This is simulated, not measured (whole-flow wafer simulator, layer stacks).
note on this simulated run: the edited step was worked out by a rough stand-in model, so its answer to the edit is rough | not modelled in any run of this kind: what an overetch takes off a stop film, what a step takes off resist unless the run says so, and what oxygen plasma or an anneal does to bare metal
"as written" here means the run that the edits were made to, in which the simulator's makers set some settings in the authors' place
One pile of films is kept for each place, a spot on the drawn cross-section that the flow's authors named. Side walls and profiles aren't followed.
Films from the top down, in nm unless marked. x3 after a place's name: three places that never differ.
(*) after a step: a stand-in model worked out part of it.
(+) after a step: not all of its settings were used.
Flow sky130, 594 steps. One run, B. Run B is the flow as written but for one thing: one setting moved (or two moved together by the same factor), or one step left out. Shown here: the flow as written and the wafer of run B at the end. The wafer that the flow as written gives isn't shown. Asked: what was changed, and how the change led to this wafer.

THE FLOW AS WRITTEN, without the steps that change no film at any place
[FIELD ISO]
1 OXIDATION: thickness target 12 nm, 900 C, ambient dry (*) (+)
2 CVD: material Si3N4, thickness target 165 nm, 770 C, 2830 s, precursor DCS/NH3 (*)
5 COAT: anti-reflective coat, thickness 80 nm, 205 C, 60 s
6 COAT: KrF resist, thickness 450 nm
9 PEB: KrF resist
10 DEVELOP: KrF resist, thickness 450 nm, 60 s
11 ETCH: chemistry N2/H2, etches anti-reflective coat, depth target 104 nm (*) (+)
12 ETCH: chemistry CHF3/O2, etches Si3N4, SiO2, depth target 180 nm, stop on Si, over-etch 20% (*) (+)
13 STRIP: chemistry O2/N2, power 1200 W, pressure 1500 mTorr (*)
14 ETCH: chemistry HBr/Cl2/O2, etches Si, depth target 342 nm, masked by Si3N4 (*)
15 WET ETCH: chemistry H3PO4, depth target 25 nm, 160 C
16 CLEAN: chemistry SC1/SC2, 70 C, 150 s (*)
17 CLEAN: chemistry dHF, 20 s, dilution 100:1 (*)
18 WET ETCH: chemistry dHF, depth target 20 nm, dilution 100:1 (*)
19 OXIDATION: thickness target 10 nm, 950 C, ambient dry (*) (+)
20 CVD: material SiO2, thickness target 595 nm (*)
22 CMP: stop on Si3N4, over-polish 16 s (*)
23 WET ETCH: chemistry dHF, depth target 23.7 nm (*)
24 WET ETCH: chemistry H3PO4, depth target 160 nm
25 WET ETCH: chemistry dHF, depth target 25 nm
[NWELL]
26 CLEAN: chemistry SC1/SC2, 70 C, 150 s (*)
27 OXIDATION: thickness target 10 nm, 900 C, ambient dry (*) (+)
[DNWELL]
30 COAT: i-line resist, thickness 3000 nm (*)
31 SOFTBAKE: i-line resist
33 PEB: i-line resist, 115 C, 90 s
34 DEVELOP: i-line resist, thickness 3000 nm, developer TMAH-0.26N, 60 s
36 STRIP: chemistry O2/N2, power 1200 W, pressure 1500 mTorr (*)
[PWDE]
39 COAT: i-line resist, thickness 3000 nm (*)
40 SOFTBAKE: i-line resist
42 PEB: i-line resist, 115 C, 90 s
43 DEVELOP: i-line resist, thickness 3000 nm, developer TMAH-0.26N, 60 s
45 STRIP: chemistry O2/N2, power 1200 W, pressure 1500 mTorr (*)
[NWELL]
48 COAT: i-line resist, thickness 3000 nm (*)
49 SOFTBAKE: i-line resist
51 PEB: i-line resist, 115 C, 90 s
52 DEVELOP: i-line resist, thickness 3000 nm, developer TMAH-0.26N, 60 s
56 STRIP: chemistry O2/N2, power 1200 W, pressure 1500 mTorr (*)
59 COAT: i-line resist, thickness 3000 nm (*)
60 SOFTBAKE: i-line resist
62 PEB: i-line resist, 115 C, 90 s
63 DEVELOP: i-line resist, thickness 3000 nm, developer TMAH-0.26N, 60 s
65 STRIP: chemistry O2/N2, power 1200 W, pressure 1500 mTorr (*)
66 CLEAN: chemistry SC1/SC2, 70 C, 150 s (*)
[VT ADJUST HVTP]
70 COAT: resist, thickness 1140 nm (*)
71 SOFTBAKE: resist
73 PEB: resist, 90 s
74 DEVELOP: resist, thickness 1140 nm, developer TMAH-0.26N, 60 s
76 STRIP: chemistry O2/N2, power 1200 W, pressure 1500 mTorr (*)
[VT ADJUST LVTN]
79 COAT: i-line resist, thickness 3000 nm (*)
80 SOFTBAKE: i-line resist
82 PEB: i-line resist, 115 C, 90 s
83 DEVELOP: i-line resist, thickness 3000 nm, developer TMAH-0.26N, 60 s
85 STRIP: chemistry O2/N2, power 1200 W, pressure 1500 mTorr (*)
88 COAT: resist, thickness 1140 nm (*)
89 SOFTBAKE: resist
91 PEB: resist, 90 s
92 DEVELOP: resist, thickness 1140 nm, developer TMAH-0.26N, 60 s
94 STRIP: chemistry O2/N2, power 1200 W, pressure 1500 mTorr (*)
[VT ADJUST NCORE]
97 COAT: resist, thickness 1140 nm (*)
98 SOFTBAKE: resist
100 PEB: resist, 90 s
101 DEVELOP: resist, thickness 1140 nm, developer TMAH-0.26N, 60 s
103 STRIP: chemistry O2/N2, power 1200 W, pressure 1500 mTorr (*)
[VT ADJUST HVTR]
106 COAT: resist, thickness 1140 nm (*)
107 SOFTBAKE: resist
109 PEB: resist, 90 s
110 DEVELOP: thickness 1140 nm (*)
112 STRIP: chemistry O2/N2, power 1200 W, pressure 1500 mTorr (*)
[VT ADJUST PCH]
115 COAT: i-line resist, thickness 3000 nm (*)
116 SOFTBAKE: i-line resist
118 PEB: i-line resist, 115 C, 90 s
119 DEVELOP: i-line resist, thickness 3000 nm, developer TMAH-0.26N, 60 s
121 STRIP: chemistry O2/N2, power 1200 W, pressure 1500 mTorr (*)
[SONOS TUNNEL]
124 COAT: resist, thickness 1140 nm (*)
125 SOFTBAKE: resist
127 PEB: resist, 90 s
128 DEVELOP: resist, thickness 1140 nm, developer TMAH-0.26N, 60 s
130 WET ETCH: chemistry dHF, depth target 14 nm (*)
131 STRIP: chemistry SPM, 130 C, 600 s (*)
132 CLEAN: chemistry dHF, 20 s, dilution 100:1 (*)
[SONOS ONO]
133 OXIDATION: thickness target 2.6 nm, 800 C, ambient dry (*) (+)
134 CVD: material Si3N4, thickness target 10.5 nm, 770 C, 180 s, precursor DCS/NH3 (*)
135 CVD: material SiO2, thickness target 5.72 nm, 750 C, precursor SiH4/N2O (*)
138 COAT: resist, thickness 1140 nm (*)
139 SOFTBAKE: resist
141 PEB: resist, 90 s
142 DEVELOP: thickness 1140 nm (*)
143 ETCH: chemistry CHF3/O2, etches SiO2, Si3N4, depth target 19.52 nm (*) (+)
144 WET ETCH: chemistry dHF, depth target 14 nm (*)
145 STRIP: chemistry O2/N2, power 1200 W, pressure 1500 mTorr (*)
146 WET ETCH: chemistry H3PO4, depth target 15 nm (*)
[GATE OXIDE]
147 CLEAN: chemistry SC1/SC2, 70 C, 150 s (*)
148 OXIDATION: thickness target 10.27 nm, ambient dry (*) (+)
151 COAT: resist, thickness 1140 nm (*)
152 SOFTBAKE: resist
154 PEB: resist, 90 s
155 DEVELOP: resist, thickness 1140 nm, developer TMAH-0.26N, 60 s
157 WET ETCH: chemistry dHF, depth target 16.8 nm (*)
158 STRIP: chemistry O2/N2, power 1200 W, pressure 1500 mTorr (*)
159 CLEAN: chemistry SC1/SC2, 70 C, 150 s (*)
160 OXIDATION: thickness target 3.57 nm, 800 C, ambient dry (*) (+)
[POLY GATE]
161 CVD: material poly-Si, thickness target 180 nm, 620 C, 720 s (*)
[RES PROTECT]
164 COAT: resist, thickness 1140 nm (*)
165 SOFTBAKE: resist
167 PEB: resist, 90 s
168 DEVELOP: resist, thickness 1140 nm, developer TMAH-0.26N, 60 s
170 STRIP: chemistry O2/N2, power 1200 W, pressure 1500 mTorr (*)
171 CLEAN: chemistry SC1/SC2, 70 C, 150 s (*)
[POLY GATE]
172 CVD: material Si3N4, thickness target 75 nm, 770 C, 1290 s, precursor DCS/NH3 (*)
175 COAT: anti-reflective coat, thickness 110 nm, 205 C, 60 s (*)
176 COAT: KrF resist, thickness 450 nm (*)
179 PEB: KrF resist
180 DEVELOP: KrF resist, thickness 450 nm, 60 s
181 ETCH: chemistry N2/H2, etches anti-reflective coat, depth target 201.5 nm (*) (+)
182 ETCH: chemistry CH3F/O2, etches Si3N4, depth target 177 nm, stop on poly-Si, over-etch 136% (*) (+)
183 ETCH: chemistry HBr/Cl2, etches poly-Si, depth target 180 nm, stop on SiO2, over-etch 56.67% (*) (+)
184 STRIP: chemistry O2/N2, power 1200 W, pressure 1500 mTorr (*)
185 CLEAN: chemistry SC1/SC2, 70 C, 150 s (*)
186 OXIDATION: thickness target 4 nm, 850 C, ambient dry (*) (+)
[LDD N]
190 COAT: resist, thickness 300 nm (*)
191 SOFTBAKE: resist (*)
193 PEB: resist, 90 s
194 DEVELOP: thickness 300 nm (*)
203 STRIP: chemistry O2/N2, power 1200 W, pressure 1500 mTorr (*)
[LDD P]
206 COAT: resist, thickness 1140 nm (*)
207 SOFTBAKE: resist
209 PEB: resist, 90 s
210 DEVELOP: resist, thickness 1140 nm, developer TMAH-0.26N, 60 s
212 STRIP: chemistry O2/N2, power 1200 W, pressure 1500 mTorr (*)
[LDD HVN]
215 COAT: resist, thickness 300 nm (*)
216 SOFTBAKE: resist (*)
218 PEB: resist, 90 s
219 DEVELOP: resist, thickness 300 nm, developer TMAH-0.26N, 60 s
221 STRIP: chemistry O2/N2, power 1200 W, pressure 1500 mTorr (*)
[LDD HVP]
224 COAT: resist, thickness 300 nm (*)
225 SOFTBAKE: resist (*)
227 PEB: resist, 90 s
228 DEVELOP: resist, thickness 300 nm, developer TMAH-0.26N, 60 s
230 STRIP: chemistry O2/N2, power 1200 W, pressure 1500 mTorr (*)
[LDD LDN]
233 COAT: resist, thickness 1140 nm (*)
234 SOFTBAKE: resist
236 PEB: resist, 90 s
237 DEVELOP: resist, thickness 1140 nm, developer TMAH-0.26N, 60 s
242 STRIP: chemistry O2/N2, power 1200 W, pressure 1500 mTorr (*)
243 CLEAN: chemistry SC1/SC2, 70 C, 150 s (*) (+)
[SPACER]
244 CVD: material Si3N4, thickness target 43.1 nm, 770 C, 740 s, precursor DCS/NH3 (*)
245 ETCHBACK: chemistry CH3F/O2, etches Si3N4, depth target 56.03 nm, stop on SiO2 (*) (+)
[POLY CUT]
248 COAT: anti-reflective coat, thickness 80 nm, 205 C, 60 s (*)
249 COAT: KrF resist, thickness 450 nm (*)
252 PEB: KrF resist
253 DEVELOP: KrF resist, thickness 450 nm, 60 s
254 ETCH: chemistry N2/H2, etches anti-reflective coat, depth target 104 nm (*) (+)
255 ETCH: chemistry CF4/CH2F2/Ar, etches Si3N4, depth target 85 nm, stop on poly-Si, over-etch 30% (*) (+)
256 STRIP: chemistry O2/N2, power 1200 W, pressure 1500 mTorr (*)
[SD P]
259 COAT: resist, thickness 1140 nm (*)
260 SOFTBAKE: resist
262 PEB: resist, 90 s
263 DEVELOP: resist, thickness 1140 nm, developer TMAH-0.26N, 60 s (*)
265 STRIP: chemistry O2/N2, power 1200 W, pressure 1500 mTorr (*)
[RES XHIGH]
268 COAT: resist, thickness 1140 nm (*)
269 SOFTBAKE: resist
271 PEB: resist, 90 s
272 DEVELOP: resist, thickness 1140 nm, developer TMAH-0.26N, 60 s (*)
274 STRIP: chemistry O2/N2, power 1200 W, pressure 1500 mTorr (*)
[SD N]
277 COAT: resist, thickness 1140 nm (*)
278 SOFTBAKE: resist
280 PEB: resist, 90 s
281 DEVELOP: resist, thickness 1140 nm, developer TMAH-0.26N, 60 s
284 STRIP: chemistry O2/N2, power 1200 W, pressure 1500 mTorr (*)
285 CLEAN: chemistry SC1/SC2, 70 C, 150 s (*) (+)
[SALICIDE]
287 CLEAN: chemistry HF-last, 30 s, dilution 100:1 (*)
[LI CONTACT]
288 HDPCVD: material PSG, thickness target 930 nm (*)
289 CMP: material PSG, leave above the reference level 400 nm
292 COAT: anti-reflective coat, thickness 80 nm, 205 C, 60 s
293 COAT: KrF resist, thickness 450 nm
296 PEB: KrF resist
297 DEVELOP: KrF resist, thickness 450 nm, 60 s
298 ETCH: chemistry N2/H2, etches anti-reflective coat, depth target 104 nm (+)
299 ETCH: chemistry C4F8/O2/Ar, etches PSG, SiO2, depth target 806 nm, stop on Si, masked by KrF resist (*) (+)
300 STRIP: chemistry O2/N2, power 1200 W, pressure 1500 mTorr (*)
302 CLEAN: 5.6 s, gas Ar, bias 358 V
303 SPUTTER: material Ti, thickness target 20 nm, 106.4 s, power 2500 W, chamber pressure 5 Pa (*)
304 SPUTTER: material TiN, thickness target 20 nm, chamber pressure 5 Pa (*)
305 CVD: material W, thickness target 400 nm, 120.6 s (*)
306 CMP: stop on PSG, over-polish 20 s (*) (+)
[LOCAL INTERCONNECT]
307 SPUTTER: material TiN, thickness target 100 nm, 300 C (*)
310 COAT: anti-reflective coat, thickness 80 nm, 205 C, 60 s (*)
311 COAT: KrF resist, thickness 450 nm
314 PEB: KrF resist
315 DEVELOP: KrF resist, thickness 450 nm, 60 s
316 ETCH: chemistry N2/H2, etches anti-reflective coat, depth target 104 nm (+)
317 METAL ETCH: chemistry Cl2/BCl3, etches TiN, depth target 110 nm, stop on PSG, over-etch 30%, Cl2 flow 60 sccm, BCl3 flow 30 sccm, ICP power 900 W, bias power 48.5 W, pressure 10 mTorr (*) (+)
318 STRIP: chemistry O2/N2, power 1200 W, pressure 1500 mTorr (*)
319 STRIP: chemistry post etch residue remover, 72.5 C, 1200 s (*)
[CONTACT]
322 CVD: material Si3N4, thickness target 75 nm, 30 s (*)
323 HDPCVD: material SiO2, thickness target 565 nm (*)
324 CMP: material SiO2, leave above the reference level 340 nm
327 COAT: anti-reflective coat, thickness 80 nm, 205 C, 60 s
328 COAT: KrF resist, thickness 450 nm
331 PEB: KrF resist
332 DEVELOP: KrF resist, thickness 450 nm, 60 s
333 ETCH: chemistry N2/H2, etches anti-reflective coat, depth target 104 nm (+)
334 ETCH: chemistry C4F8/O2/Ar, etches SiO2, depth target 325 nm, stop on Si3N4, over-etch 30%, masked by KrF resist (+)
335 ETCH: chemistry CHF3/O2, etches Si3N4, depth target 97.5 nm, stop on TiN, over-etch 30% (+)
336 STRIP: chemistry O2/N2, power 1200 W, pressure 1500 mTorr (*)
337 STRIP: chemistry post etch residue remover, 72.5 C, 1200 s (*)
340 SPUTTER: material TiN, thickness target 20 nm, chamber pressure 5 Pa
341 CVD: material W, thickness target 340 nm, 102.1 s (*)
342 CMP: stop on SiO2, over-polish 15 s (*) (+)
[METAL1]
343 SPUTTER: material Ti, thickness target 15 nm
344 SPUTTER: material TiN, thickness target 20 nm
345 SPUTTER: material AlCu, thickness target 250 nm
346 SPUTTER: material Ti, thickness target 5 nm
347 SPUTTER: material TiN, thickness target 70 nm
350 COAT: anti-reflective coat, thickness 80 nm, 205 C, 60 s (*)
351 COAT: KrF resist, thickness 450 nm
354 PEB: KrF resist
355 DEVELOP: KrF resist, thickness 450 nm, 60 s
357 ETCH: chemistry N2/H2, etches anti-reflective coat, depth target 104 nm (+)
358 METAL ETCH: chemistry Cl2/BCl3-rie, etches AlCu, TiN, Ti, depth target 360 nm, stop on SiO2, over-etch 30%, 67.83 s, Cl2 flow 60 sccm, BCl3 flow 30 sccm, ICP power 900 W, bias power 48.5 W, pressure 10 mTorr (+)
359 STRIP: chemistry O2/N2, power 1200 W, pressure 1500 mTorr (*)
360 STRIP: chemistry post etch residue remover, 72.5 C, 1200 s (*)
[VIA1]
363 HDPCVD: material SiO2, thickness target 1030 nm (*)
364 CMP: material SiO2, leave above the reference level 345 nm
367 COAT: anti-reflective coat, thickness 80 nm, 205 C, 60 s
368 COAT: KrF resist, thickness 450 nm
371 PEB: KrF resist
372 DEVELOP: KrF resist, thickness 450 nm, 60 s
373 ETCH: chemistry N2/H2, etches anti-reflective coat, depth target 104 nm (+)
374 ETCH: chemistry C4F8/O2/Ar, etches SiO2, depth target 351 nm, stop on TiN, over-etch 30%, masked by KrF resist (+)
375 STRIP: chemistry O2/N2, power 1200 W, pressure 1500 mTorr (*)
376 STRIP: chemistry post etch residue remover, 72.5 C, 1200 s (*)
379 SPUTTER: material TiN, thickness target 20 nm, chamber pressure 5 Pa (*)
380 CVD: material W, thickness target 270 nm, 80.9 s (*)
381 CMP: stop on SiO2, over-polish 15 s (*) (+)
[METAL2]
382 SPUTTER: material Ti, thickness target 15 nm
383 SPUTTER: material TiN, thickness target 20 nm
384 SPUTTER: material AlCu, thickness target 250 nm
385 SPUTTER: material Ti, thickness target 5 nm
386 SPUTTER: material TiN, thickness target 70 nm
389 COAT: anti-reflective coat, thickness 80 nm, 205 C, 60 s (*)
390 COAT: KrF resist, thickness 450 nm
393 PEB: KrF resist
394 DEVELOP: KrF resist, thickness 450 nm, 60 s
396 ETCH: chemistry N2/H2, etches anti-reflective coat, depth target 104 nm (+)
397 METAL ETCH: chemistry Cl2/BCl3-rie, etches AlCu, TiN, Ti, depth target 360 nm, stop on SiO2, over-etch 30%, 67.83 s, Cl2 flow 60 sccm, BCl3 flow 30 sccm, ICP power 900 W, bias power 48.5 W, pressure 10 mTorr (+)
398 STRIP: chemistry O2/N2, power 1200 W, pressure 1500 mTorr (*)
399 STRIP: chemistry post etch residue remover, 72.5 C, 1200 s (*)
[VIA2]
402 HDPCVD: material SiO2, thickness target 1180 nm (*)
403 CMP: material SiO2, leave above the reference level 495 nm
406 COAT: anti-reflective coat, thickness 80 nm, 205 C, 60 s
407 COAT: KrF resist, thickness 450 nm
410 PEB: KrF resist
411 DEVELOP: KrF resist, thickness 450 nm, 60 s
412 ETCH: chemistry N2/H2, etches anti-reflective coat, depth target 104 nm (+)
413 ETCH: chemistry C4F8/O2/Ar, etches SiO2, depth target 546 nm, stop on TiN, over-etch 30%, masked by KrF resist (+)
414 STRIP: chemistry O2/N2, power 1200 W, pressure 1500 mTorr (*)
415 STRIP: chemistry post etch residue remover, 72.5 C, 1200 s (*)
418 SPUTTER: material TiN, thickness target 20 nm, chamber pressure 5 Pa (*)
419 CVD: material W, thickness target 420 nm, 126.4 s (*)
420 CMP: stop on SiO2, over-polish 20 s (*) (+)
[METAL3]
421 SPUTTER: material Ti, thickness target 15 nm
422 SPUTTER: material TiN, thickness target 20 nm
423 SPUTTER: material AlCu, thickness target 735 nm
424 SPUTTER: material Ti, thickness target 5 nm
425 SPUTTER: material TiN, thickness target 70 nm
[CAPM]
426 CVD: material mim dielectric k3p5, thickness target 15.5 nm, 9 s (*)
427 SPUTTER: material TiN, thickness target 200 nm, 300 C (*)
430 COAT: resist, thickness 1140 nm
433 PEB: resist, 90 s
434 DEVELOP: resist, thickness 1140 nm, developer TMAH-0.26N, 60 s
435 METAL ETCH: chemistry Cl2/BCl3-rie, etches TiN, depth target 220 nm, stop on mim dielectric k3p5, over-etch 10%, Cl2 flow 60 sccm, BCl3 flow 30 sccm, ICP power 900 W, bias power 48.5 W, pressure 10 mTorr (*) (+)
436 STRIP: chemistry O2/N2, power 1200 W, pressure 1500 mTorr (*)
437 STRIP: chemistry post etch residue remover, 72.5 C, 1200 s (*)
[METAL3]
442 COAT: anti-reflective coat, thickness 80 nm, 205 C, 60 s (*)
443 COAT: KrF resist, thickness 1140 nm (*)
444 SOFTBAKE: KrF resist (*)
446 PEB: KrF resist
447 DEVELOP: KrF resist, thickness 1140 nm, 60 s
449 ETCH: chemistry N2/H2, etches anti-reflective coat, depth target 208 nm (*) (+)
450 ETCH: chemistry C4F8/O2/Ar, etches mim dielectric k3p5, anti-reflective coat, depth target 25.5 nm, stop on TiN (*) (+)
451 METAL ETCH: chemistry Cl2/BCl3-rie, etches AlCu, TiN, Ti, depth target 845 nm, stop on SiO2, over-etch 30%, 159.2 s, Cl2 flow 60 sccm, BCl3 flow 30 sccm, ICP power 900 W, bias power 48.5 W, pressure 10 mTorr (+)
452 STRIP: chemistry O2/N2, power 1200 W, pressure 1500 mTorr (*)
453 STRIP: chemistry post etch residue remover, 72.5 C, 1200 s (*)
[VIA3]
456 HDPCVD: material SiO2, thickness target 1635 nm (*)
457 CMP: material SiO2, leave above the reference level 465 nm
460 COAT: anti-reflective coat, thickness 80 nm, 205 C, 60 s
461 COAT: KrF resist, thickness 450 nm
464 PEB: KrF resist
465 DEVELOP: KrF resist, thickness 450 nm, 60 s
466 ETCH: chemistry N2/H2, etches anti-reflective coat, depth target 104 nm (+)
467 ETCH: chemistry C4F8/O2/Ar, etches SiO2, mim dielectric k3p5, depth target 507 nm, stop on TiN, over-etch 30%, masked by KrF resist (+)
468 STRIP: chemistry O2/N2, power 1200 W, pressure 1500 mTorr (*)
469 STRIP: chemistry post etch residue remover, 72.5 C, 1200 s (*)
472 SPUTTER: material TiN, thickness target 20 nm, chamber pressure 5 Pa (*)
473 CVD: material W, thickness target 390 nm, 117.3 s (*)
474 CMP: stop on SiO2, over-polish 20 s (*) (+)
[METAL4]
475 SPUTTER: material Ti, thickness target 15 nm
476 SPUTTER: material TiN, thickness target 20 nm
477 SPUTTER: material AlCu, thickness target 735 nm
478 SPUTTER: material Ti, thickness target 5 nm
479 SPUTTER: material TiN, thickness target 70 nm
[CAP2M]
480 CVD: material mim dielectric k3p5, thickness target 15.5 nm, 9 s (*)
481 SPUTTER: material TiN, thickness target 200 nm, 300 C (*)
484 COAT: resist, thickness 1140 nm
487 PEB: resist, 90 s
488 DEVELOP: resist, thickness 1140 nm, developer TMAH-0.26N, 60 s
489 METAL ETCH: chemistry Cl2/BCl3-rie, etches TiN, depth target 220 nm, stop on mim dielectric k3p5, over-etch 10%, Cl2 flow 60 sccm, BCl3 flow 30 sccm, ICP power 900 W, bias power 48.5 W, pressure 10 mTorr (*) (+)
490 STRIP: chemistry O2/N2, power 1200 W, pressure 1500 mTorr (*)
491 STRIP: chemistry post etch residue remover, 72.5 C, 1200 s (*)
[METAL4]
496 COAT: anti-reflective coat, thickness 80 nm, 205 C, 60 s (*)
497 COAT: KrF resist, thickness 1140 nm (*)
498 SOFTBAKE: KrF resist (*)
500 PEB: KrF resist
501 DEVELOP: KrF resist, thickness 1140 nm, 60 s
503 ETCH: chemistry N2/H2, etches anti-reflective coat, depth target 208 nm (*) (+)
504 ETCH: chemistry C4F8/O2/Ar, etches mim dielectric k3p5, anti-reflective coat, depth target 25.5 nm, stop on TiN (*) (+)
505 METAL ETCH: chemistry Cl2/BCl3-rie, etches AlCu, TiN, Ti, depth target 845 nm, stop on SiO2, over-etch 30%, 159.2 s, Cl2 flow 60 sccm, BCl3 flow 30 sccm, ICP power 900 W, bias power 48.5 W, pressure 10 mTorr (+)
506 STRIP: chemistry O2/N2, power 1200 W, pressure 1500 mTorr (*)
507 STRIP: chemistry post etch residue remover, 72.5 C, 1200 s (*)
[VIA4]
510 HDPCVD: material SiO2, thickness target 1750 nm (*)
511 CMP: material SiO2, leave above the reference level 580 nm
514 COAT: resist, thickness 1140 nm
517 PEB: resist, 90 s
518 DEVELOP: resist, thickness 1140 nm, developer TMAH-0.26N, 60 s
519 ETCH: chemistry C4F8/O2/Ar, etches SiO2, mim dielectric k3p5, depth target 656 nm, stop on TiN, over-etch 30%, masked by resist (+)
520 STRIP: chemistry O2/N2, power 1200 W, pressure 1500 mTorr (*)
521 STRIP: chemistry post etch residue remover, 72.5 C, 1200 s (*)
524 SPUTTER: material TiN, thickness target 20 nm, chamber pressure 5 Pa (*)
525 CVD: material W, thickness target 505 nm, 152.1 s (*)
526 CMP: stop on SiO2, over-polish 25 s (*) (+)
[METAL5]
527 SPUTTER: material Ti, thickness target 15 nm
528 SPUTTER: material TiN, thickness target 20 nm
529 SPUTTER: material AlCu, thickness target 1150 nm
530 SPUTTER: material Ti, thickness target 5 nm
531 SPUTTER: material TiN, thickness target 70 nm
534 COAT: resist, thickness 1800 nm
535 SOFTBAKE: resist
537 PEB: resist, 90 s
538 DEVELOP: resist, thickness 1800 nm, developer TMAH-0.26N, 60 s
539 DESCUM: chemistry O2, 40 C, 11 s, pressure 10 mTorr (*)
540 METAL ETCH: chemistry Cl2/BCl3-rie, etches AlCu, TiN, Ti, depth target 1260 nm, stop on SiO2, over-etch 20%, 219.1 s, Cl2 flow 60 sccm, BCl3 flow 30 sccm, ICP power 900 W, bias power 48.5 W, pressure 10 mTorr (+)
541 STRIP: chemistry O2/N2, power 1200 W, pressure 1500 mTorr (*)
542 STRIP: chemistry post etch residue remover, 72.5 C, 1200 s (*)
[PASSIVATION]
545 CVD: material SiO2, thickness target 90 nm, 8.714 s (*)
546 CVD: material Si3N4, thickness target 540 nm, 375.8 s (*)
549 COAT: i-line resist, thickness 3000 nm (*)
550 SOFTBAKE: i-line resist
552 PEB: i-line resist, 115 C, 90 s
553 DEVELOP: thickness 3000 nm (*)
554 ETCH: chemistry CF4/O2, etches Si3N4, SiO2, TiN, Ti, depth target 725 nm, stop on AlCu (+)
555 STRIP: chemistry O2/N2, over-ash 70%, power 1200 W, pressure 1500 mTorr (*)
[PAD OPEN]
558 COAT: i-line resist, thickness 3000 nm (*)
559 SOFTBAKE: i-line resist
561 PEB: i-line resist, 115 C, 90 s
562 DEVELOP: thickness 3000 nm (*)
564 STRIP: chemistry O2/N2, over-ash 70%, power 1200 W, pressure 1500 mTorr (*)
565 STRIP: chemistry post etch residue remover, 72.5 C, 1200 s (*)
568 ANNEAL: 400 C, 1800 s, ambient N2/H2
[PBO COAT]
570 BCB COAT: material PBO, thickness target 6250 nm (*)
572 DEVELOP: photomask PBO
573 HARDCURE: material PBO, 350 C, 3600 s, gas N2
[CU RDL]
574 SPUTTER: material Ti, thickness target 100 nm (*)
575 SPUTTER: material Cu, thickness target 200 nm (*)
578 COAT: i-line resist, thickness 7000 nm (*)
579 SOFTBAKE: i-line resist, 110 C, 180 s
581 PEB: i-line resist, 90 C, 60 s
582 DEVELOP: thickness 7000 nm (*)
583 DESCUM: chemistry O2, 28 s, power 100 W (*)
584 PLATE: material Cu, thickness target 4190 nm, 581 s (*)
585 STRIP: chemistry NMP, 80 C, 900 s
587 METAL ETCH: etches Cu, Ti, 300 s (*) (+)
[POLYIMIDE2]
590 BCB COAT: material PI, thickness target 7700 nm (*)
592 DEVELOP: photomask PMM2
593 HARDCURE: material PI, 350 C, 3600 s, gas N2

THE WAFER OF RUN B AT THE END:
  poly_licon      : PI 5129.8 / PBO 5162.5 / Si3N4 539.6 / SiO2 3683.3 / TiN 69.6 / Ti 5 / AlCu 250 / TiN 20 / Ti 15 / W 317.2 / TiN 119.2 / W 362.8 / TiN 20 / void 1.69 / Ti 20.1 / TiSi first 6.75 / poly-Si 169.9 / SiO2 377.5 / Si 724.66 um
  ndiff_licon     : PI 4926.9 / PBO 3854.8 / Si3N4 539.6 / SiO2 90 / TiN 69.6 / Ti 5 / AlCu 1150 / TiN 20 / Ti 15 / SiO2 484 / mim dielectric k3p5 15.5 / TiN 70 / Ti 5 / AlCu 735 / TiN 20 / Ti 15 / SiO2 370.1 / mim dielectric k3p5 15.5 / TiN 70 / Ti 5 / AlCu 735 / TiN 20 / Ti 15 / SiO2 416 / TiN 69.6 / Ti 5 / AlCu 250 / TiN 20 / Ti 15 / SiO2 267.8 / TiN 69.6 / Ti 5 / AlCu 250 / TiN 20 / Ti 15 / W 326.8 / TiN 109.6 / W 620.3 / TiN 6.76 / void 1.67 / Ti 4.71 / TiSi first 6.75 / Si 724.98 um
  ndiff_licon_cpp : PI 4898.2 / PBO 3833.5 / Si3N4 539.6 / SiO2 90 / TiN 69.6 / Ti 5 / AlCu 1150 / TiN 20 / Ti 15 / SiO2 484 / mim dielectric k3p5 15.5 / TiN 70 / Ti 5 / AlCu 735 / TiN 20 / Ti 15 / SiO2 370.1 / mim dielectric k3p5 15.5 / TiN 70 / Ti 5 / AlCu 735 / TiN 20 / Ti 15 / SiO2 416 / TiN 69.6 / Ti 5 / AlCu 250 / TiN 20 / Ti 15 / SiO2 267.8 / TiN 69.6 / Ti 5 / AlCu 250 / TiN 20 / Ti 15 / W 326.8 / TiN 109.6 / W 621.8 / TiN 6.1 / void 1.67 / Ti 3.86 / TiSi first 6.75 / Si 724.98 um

The cause: step 303, SPUTTER: 127.6 s was run, where the flow has 106.4 s.

How the change led to this, step by step:
  303 SPUTTER: material Ti, thickness target 20 nm, 106.4 s, power 2500 W, chamber pressure 5 Pa (*)
      field, active, n_well and 185 more: Ti +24 (new film) (as written it would be: Ti +20 (new film))
      ndiff_licon: Ti +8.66 (new film) (as written it would be: Ti +7.24 (new film))
      (and at 2 more places)
  306 CMP: stop on PSG, over-polish 20 s (*) (+)
      field, active, n_well and 184 more: W -400 (all of it), TiN -20 (all of it), Ti -24 (all of it), PSG -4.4 (as written it would be: W -400 (all of it), TiN -20 (all of it), Ti -20 (all of it), PSG -4.4)
      poly_licon: W -37.2 (as written it would be: W -33.1)
